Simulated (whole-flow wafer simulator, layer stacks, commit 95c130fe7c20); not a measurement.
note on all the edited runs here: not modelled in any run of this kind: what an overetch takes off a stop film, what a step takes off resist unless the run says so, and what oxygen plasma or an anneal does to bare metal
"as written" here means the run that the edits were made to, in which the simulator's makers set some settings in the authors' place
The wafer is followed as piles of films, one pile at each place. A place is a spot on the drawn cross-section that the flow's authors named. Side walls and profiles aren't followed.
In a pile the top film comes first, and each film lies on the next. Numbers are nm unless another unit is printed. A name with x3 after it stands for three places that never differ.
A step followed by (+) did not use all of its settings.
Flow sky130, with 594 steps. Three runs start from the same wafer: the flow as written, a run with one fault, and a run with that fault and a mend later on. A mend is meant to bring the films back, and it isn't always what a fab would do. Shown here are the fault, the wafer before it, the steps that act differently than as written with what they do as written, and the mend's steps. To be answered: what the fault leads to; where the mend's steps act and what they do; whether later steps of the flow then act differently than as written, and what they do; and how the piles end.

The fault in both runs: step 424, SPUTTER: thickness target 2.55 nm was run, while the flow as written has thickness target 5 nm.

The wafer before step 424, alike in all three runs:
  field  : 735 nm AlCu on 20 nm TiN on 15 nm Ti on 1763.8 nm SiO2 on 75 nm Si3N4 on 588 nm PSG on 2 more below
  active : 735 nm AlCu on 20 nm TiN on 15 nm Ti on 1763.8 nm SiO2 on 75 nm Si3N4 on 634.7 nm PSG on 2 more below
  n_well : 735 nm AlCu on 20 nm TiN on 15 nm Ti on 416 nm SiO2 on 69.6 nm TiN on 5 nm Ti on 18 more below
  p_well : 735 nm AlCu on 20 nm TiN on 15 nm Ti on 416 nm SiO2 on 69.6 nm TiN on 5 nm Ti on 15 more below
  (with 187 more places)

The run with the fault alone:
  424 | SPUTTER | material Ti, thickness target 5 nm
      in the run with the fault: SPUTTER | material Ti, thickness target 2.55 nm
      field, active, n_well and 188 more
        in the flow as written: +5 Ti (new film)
        in the run with the fault: +2.55 Ti (new film)
  Steps later in the flow that act otherwise than as written (17 other steps are not shown; they differ only slightly, by no more than 2% or 0.5 nm, whichever is larger):
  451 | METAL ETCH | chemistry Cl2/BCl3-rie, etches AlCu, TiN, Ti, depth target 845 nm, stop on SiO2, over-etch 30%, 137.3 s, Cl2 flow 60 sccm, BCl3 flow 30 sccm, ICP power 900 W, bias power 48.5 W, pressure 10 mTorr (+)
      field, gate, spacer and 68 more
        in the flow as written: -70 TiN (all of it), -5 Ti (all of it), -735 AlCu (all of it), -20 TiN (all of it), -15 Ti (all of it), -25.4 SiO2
        in the run with the fault: -70 TiN (all of it), -2.55 Ti (all of it), -735 AlCu (all of it), -20 TiN (all of it), -15 Ti (all of it), -25.6 SiO2
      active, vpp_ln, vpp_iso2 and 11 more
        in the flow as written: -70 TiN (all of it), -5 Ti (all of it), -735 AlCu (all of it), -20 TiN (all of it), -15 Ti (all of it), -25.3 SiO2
        in the run with the fault: -70 TiN (all of it), -2.55 Ti (all of it), -735 AlCu (all of it), -20 TiN (all of it), -15 Ti (all of it), -25.6 SiO2
  The piles end different from the flow's at n_well, p_well, gate_hv and 104 more by more than 2% or 0.5 nm, whichever is larger.
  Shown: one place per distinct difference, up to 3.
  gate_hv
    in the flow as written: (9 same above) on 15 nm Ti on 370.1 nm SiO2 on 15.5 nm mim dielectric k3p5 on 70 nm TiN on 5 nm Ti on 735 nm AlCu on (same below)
    in the run with the fault: (9 same above) on 15 nm Ti on 372.6 nm SiO2 on 15.5 nm mim dielectric k3p5 on 70 nm TiN on 2.55 nm Ti on 735 nm AlCu on (same below)
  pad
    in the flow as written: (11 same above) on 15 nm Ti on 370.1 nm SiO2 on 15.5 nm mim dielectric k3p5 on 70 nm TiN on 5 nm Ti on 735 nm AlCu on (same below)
    in the run with the fault: (11 same above) on 15 nm Ti on 372.6 nm SiO2 on 15.5 nm mim dielectric k3p5 on 70 nm TiN on 2.55 nm Ti on 735 nm AlCu on (same below)
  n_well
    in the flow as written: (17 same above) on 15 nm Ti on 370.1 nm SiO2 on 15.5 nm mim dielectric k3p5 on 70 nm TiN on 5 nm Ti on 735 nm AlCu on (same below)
    in the run with the fault: (17 same above) on 15 nm Ti on 372.6 nm SiO2 on 15.5 nm mim dielectric k3p5 on 70 nm TiN on 2.55 nm Ti on 735 nm AlCu on (same below)

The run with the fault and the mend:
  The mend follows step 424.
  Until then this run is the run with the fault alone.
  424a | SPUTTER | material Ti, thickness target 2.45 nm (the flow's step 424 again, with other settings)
      field, active, n_well and 188 more
        +2.45 Ti
  Later steps of the flow that are run all act as written at every place that is followed.
  The piles end the same as the flow's at every place that both follow.
